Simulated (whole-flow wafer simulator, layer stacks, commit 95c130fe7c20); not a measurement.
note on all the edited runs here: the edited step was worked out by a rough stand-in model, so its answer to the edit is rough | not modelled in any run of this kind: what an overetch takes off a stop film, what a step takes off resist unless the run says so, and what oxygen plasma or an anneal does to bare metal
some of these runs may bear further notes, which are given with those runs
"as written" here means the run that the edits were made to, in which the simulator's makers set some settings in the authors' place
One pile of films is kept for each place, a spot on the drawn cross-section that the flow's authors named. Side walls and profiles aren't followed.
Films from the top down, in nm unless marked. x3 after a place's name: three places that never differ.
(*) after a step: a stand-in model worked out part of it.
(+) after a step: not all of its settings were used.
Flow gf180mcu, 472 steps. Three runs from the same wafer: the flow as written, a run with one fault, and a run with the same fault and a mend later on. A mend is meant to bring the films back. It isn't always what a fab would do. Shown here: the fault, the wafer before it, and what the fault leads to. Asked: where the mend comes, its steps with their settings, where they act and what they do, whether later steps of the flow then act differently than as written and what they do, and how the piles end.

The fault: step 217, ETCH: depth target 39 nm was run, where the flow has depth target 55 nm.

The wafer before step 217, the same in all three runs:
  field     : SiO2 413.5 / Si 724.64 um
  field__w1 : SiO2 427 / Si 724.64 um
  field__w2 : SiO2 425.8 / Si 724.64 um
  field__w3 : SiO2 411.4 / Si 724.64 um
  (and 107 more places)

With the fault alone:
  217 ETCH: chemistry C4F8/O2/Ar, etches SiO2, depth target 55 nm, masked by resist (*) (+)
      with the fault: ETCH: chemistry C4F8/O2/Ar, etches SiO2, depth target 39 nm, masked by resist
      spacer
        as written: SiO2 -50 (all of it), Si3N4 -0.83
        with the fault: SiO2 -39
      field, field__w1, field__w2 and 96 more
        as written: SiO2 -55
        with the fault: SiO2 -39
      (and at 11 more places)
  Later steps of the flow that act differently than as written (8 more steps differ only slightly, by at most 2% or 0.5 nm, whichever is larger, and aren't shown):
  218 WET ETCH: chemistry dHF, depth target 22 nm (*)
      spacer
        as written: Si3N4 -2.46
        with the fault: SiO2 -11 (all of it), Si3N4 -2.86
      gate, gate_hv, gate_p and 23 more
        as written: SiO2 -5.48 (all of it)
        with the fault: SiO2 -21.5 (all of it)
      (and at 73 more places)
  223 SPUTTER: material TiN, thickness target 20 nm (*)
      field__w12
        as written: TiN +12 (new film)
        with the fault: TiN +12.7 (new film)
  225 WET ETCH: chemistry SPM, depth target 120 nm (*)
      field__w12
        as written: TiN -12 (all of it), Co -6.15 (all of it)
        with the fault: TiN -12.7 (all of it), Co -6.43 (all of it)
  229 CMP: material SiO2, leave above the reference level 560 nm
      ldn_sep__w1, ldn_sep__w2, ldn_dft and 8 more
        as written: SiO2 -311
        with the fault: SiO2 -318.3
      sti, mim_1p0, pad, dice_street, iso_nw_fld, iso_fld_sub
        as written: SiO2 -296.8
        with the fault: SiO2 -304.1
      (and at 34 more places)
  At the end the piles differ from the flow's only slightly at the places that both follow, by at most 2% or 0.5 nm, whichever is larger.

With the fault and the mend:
  The mend comes after step 217.
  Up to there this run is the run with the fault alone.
  217a ETCH: chemistry C4F8/O2/Ar, etches SiO2, depth target 16 nm, masked by resist (*) (+) (the flow's step 217 once more, with other settings)
      field, field__w1, field__w2 and 96 more
        SiO2 -16
      field__w5, field__w9, field__w13 and 8 more
        resist -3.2
      spacer
        SiO2 -11 (all of it), Si3N4 -0.83
  No later step of the flow acts differently than as written, at any place that is followed, by more than 2% or 0.5 nm, whichever is larger.
  At the end the piles differ from the flow's only slightly at the places that both follow, by at most 2% or 0.5 nm, whichever is larger.
